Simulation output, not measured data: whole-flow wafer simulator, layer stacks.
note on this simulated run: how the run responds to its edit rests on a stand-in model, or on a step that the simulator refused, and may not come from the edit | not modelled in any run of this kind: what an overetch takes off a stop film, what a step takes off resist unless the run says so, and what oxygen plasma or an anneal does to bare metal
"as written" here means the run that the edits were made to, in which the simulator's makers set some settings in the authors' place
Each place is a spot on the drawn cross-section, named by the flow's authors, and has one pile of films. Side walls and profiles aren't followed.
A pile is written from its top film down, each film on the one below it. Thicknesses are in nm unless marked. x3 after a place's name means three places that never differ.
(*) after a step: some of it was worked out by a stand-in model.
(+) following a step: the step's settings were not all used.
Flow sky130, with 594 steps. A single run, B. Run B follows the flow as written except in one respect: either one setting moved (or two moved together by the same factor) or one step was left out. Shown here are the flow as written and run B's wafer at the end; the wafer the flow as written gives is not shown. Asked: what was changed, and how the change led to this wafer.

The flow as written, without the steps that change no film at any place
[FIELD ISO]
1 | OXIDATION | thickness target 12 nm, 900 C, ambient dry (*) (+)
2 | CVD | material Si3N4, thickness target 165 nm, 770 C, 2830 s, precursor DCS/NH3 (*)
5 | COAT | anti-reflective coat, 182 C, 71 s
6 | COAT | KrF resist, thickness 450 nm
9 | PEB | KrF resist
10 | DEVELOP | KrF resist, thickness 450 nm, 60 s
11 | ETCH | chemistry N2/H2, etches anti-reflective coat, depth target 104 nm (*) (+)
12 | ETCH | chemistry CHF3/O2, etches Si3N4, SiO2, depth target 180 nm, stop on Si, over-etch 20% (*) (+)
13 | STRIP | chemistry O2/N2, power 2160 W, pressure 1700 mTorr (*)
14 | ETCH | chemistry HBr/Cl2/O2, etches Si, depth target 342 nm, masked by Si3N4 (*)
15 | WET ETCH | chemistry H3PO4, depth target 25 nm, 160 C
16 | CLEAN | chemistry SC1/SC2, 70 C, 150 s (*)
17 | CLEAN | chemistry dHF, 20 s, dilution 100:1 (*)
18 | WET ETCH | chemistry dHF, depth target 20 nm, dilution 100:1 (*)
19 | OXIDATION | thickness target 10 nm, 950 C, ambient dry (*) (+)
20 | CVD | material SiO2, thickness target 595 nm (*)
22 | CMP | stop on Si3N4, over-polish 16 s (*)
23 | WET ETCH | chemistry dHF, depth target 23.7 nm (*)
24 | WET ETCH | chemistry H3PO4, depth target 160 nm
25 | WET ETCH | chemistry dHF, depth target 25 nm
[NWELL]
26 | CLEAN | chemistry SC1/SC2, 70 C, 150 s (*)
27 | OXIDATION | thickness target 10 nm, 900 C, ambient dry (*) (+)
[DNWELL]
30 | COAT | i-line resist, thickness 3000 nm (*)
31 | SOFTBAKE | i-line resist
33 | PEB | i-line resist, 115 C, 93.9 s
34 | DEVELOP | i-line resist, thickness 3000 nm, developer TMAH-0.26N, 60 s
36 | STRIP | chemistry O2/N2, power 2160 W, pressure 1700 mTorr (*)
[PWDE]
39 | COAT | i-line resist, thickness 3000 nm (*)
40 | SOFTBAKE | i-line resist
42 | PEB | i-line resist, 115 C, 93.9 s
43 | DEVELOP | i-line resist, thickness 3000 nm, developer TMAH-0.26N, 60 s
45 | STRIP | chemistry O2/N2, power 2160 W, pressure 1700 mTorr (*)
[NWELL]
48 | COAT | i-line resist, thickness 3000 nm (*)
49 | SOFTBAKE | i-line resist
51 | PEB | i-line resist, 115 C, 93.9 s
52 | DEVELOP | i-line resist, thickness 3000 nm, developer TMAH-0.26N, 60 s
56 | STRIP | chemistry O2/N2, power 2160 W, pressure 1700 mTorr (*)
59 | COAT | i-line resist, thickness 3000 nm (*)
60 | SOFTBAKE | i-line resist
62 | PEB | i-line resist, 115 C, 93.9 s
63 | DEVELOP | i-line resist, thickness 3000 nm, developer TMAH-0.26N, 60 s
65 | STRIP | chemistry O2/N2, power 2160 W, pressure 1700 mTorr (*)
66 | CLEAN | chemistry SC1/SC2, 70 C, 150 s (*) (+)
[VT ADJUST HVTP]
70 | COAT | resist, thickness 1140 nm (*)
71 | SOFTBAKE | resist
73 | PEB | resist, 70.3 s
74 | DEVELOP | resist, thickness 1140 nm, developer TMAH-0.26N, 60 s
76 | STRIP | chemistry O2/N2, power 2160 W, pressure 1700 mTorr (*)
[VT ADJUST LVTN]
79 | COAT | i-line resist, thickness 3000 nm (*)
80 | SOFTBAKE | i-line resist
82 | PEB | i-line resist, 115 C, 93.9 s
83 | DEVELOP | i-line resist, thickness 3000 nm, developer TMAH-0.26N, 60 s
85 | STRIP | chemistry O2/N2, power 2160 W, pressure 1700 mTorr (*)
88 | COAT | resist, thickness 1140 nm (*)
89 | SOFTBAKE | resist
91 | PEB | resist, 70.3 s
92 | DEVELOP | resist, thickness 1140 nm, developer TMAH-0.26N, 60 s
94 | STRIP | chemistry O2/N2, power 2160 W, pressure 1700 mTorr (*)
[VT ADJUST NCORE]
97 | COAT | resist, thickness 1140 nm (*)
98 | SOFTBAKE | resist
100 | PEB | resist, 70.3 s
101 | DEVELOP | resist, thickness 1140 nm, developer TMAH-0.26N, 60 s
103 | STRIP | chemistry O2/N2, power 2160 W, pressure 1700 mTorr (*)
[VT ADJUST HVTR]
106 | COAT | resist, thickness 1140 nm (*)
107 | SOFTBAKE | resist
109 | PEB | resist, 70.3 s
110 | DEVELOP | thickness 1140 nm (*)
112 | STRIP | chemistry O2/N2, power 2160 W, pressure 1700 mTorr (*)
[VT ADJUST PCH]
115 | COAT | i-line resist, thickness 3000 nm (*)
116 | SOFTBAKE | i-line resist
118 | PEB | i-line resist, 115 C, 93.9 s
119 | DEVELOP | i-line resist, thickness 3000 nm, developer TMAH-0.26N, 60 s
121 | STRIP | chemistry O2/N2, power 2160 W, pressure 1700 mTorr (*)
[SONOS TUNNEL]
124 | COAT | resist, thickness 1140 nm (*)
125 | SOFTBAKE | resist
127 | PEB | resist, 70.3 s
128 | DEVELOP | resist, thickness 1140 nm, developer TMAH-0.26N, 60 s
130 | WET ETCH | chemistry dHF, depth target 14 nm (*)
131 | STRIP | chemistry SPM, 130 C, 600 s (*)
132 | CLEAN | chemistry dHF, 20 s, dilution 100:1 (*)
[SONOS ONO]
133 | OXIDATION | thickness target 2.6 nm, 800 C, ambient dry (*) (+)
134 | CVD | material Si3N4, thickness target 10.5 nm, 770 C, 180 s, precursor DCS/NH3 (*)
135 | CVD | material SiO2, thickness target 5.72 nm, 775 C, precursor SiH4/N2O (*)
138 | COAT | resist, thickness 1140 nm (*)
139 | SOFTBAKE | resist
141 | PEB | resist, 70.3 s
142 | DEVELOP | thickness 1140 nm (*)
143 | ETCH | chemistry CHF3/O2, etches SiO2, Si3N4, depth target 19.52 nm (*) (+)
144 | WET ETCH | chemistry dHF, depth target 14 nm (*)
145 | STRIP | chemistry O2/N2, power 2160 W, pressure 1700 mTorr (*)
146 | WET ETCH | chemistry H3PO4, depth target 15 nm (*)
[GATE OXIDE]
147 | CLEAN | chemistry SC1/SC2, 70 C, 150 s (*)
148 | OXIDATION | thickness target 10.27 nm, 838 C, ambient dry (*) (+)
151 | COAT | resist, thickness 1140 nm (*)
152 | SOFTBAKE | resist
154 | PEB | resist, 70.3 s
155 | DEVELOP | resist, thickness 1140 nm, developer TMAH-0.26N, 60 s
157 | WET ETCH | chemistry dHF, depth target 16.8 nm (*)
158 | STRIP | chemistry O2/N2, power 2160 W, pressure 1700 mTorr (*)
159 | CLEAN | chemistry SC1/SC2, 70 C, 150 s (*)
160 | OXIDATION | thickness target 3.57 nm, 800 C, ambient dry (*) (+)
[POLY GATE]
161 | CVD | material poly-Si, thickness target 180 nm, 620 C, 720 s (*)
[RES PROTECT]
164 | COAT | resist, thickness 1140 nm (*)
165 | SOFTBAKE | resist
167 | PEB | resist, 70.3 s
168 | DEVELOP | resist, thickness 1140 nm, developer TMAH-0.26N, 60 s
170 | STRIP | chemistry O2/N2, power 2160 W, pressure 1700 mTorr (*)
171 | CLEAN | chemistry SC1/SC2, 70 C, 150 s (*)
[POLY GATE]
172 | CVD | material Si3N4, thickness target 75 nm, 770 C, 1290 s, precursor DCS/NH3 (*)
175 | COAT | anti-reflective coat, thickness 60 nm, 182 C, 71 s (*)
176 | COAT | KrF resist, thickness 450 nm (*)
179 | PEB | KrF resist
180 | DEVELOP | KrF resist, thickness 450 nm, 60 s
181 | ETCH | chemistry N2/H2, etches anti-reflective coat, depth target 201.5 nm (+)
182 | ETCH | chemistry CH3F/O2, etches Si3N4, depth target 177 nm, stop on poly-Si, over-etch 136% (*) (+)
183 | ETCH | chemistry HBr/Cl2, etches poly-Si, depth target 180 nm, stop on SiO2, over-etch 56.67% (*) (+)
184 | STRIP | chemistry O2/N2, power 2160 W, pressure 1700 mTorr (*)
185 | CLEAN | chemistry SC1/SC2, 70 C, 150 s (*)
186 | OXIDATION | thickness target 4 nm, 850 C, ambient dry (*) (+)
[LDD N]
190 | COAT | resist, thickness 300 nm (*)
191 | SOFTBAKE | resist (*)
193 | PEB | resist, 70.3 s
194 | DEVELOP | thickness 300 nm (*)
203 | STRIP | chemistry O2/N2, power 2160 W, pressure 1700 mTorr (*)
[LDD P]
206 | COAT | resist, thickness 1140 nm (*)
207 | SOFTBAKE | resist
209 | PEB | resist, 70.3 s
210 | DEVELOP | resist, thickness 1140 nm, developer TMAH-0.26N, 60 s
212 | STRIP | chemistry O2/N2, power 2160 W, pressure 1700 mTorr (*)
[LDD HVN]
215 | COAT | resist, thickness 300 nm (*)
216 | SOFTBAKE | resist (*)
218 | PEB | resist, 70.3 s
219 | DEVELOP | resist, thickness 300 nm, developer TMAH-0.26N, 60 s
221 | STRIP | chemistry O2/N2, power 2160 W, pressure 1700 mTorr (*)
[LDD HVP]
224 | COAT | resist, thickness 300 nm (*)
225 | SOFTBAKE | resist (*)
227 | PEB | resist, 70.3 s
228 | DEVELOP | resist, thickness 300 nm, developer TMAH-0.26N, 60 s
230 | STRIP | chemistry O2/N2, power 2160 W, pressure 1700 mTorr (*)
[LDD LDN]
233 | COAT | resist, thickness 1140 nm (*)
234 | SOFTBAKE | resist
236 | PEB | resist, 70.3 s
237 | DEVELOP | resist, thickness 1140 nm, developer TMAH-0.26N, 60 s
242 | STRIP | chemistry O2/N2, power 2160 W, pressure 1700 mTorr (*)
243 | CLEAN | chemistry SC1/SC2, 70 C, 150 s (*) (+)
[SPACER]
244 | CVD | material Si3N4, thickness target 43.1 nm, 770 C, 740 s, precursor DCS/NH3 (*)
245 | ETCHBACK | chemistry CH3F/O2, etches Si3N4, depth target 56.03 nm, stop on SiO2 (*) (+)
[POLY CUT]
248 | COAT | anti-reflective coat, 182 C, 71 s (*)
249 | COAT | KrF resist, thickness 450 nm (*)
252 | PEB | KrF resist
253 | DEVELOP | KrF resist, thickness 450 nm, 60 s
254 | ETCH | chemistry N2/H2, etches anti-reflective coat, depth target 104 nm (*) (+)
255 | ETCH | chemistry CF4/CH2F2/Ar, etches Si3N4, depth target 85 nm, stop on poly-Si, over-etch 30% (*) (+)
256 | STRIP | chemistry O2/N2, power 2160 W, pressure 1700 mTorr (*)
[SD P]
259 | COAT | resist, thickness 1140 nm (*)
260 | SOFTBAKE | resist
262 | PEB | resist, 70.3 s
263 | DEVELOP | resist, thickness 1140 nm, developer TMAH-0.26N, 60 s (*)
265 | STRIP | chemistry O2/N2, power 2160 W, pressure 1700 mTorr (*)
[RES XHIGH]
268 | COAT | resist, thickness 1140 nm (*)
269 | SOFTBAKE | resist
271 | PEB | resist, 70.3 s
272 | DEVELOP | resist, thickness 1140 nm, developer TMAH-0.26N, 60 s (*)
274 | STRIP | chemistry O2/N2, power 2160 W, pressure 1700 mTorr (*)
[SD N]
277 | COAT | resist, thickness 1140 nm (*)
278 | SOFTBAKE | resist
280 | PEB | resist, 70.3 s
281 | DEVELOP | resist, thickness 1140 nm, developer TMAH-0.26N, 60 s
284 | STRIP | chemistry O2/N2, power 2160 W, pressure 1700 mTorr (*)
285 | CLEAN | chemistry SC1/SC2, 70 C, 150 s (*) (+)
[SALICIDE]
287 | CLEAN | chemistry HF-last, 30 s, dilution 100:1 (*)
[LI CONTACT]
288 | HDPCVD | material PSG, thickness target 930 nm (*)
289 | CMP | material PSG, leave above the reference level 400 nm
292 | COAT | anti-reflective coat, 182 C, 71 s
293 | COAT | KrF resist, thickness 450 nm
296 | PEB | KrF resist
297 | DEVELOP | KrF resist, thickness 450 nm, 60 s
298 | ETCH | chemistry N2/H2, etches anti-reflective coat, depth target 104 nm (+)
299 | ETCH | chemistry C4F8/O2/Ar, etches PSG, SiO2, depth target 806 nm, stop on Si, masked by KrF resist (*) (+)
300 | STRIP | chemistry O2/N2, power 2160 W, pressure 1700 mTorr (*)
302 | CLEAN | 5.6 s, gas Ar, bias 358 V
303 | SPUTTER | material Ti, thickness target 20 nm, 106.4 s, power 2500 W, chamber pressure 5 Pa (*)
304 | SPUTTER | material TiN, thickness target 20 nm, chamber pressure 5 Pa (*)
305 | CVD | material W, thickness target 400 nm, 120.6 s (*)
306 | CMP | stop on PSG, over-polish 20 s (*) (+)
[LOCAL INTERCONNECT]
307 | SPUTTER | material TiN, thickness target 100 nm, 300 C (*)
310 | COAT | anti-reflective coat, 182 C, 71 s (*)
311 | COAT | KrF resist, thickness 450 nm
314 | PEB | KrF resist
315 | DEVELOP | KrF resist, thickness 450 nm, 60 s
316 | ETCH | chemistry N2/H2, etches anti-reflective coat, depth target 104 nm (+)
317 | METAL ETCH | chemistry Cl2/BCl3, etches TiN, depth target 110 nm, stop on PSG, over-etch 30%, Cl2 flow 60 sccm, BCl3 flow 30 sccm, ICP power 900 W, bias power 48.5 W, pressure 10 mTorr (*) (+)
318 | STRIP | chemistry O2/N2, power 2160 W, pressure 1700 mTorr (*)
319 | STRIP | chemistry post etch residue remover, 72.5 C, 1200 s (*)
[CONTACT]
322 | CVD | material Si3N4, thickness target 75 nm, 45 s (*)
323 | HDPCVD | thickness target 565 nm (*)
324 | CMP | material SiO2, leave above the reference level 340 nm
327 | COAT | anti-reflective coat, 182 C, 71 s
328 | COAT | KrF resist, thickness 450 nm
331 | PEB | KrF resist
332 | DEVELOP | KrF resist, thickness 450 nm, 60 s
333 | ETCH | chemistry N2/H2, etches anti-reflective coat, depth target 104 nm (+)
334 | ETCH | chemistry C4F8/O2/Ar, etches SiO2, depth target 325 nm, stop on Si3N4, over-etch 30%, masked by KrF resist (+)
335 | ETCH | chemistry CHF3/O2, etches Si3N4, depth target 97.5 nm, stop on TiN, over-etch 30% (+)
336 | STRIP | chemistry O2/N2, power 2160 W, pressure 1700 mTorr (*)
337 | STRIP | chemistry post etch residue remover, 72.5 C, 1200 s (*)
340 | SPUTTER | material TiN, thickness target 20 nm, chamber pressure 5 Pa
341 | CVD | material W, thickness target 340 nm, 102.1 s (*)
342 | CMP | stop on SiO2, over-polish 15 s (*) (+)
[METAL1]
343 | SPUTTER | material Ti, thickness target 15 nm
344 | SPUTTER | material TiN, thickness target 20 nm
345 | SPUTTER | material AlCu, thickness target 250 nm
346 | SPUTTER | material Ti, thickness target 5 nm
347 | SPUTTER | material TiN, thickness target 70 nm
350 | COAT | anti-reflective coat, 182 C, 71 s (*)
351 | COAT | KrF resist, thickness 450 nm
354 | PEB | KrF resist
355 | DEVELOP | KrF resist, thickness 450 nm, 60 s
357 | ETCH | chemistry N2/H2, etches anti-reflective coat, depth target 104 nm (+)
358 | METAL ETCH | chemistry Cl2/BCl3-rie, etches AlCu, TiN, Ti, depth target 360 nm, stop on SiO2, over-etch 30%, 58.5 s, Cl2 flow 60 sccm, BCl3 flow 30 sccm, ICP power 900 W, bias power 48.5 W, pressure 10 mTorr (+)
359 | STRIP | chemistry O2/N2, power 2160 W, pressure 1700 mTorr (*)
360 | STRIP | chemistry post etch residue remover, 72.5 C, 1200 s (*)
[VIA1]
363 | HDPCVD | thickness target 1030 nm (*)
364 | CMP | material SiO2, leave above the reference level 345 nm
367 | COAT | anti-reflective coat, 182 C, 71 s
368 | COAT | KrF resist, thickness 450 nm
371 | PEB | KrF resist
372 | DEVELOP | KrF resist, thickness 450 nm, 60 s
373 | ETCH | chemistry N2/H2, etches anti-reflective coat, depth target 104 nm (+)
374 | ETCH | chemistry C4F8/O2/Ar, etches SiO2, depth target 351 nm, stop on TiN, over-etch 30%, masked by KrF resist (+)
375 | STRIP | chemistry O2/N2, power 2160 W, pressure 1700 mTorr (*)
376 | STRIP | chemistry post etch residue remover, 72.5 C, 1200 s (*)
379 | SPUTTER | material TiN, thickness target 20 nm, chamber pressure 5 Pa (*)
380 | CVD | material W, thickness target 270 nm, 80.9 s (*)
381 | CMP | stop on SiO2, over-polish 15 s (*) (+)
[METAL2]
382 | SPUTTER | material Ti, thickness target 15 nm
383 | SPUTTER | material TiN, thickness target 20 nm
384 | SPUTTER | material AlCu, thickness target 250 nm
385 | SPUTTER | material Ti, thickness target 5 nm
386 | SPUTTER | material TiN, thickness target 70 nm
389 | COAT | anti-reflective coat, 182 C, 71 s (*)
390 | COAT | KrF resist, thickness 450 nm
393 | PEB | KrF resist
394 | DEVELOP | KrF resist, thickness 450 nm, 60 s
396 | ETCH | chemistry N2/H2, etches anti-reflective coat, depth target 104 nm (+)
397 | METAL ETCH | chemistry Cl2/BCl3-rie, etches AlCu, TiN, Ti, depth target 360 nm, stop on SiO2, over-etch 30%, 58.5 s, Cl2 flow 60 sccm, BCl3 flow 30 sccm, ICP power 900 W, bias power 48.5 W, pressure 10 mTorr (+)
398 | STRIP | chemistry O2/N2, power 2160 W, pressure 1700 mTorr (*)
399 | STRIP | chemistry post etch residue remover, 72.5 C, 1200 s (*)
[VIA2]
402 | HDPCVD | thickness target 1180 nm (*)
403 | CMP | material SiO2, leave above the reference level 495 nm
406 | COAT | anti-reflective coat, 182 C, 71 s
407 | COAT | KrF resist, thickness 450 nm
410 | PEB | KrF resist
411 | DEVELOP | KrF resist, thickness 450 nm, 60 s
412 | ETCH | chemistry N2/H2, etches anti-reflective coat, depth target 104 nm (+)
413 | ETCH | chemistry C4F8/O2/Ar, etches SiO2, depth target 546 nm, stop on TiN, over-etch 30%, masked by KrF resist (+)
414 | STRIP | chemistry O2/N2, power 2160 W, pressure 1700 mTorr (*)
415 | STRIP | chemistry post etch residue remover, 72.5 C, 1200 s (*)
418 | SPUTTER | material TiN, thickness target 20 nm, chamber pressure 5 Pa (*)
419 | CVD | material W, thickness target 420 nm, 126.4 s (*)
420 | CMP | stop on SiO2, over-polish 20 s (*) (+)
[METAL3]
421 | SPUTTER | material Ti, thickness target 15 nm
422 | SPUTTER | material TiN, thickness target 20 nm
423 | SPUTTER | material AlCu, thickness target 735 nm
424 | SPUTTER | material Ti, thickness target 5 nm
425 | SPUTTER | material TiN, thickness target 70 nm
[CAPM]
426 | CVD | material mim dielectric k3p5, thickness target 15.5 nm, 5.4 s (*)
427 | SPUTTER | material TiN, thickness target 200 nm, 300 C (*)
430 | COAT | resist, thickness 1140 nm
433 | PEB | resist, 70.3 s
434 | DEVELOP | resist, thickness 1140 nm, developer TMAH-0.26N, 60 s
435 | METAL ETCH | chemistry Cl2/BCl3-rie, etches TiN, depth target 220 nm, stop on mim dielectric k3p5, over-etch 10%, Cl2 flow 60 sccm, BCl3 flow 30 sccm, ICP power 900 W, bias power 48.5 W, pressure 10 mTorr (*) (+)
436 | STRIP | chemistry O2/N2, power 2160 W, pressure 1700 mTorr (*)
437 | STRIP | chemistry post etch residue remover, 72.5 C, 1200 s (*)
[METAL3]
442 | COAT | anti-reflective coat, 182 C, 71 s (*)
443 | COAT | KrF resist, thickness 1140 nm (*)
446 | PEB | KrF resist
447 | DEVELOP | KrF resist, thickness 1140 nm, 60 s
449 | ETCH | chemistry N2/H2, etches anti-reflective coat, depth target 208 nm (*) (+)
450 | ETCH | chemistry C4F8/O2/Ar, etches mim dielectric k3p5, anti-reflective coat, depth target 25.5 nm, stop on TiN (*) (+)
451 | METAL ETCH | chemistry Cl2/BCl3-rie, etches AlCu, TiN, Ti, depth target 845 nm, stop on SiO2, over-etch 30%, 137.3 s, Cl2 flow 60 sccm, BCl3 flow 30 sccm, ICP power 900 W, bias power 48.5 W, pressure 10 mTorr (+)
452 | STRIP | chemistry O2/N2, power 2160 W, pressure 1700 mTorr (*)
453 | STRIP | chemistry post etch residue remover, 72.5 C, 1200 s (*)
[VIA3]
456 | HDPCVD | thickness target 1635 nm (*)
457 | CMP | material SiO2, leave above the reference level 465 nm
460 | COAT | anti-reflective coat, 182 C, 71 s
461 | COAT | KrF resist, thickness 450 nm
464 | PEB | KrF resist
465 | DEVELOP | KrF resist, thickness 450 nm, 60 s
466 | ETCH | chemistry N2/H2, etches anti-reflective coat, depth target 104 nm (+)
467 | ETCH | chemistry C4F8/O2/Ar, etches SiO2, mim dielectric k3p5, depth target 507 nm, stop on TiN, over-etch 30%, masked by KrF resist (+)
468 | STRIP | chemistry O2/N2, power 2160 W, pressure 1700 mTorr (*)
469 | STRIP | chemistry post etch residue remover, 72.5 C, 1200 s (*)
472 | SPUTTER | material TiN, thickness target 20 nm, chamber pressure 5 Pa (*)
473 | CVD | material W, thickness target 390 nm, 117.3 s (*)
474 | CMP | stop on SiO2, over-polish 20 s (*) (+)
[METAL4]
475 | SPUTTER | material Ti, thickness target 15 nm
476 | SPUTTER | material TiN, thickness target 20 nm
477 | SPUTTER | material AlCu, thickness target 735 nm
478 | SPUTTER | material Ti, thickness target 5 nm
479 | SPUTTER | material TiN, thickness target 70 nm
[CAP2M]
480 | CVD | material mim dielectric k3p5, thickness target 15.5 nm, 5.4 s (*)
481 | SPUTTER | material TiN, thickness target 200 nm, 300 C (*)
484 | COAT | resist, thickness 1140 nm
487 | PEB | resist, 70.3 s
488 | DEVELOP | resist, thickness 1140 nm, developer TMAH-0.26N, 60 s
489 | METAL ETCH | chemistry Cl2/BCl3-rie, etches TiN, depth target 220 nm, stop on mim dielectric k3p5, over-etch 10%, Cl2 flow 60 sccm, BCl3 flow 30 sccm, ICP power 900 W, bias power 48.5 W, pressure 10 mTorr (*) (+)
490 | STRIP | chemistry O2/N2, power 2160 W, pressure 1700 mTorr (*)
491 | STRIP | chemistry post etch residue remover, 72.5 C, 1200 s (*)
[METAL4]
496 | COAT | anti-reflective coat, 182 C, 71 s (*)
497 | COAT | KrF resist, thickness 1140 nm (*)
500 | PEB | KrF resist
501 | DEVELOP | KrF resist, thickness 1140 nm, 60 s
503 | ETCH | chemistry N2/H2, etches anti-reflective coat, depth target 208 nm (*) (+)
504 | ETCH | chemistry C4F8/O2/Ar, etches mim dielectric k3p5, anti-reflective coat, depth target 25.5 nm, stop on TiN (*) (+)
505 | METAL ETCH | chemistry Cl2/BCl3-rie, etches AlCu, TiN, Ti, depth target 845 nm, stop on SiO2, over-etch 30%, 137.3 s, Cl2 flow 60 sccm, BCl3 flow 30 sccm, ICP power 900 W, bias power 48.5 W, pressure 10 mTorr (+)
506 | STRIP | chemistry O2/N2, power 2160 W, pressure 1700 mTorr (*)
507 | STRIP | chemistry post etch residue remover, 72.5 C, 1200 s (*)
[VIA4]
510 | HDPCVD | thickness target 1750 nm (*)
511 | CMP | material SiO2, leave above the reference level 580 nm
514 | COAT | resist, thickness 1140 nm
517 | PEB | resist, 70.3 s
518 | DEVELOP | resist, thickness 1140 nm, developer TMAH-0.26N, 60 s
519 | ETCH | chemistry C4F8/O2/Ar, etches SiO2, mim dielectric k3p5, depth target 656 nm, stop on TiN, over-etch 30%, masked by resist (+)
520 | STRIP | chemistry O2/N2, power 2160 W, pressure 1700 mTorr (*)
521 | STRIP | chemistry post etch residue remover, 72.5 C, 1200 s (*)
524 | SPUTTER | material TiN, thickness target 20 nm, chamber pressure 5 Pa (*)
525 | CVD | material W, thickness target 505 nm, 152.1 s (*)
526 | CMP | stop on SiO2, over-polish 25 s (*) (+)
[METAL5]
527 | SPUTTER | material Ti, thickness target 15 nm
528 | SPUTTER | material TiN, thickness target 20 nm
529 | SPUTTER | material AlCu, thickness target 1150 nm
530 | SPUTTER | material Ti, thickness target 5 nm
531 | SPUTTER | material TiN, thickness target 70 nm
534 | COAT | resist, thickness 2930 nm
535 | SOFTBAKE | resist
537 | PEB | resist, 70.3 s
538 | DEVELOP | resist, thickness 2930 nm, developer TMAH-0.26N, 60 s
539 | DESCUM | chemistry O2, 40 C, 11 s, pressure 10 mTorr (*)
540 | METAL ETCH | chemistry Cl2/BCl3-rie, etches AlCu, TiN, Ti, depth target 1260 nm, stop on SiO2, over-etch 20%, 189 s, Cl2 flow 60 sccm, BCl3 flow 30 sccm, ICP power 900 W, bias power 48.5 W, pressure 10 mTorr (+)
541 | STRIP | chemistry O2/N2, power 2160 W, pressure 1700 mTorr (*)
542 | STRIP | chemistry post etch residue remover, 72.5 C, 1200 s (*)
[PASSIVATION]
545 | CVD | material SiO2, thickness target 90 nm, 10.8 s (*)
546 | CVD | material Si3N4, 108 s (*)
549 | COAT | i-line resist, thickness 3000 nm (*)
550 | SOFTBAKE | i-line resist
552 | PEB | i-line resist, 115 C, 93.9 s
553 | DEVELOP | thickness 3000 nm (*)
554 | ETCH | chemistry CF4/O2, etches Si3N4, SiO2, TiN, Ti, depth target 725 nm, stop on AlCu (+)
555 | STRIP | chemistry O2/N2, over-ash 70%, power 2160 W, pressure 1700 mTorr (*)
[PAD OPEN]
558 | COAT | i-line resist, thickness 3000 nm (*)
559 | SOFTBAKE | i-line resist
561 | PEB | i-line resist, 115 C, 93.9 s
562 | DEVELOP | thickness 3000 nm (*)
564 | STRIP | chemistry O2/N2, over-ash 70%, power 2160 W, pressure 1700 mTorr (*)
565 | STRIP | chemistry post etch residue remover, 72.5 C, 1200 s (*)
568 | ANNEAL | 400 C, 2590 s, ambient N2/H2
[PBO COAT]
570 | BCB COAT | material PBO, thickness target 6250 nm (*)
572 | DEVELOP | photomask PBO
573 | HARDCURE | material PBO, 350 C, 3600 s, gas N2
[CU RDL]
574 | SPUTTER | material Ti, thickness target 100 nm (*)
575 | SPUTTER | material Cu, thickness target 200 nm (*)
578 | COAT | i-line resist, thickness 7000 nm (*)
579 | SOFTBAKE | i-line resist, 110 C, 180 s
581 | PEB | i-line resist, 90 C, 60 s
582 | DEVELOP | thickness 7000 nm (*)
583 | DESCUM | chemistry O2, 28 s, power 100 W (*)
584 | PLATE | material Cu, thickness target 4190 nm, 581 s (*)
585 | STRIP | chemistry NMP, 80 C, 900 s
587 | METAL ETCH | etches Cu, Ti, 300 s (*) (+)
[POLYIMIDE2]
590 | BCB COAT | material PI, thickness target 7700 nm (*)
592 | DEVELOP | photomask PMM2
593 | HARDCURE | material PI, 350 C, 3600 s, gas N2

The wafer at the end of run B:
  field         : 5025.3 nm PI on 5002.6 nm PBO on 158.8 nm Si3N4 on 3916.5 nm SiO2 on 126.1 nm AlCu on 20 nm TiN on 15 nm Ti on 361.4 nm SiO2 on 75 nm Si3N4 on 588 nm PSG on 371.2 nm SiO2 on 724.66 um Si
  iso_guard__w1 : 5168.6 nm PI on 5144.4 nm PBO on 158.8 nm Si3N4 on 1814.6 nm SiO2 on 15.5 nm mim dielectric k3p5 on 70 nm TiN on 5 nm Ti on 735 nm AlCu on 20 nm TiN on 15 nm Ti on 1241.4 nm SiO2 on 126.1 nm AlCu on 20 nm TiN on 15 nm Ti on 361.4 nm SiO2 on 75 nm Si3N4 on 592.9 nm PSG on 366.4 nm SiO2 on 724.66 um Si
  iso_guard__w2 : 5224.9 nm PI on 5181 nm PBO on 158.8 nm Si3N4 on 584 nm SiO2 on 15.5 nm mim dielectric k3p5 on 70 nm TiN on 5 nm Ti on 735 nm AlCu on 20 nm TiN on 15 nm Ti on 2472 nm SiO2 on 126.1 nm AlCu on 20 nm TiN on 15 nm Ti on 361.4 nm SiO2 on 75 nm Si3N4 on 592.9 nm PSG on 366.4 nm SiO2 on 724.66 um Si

Cause: step 358, METAL ETCH: depth target 147.6 nm was run, though the flow has depth target 360 nm; step 358, METAL ETCH: 24 s was run, where the flow has 58.5 s.

How this came from the change, step by step:
  358 | METAL ETCH | chemistry Cl2/BCl3-rie, etches AlCu, TiN, Ti, depth target 360 nm, stop on SiO2, over-etch 30%, 58.5 s, Cl2 flow 60 sccm, BCl3 flow 30 sccm, ICP power 900 W, bias power 48.5 W, pressure 10 mTorr (+)
      field, active, gate and 81 more: -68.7 TiN (all of it), -5 Ti (all of it), -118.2 AlCu (it would be, as written: -68.7 TiN (all of it), -5 Ti (all of it), -250 AlCu (all of it), -20 TiN (all of it), -15 Ti (all of it), -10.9 SiO2)
      n_well, p_well, gate_hv and 104 more: -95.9 KrF resist (it would be, as written: -234 KrF resist)
  359 | STRIP | chemistry O2/N2, power 2160 W, pressure 1700 mTorr (*)
      n_well, p_well, gate_hv and 100 more: -281.9 KrF resist (all of it), -80 anti-reflective coat (all of it) (it would be, as written: -143.8 KrF resist (all of it), -80 anti-reflective coat (all of it))
      poly_licon, ndiff_licon, ndiff_licon_cpp, rpo_hd_licon: -281.9 KrF resist (all of it), -80.5 anti-reflective coat (all of it) (it would be, as written: -143.9 KrF resist (all of it), -80.5 anti-reflective coat (all of it))
  360 | STRIP | chemistry post etch residue remover, 72.5 C, 1200 s (*)
      field, active, gate and 81 more: -5.72 AlCu (it would be, as written: nothing)
  363 | HDPCVD | thickness target 1030 nm (*)
      field, active, gate and 81 more: +1030 SiO2 (new film) (it would be, as written: +1030 SiO2)
  364 | CMP | material SiO2, leave above the reference level 345 nm
      field, active, gate and 81 more: -561.1 SiO2 (it would be, as written: -389.1 SiO2)
Taking metal films that touch as one body, field has 1 body; the flow as written gives 0 bodies.
Taking metal films that touch as one body, iso_guard__w1 has 2 bodies (between them, from the top down: SiO2 1241.4); the flow as written gives 1 body.
Taking metal films that touch as one body, iso_guard__w2 has 2 bodies (between them, from the top down: SiO2 2472); the flow as written gives 1 body.
